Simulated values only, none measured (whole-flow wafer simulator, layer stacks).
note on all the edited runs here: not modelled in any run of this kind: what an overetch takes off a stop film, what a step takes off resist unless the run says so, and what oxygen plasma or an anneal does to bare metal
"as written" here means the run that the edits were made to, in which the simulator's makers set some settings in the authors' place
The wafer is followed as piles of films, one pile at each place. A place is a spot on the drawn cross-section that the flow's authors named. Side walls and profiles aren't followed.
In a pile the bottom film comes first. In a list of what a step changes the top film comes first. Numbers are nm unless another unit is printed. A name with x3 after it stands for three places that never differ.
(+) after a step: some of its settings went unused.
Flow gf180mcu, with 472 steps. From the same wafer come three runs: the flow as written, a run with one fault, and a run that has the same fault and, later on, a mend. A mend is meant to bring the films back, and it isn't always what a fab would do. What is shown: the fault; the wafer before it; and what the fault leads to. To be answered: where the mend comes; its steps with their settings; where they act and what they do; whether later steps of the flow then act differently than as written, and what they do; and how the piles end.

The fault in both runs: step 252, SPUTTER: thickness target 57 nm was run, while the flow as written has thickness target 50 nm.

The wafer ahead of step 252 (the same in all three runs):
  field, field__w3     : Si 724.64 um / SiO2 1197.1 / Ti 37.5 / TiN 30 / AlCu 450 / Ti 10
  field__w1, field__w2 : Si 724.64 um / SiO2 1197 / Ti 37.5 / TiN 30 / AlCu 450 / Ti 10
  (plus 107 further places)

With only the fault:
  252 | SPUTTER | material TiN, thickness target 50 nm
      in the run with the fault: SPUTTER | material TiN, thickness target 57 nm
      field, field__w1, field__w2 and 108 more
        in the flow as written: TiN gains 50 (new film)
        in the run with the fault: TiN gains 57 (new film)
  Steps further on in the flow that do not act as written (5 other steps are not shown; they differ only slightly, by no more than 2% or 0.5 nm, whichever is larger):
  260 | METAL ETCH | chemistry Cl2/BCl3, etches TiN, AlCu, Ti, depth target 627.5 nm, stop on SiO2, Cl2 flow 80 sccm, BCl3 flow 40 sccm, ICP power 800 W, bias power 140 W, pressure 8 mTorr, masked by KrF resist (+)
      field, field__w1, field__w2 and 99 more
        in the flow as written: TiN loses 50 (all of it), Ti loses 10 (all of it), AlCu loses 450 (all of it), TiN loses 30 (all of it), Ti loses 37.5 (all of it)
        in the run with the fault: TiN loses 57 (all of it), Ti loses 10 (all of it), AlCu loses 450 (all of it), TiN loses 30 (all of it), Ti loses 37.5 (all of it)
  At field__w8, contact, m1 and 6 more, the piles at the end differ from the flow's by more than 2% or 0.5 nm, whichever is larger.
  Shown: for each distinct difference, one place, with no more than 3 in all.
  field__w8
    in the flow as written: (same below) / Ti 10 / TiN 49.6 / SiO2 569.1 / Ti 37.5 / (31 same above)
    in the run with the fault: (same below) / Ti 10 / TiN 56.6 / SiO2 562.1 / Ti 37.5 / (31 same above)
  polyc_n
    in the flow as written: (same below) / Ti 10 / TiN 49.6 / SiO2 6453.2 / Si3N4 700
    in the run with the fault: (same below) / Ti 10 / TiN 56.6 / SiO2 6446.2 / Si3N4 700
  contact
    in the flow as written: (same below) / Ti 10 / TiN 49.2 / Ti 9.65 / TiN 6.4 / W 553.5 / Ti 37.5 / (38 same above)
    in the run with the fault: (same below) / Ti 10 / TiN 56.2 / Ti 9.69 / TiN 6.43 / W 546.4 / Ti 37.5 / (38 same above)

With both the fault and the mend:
  The mend follows step 252.
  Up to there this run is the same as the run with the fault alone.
  252a | METAL ETCH | chemistry Cl2/BCl3, etches TiN, AlCu, Ti, depth target 7 nm, Cl2 flow 80 sccm, BCl3 flow 40 sccm, ICP power 800 W, bias power 140 W, pressure 8 mTorr
      field, field__w1, field__w2 and 108 more
        TiN loses 7
  Later steps of the flow that are run all act as written at every place that is followed.
  The piles end the same as the flow's at every place that both follow.
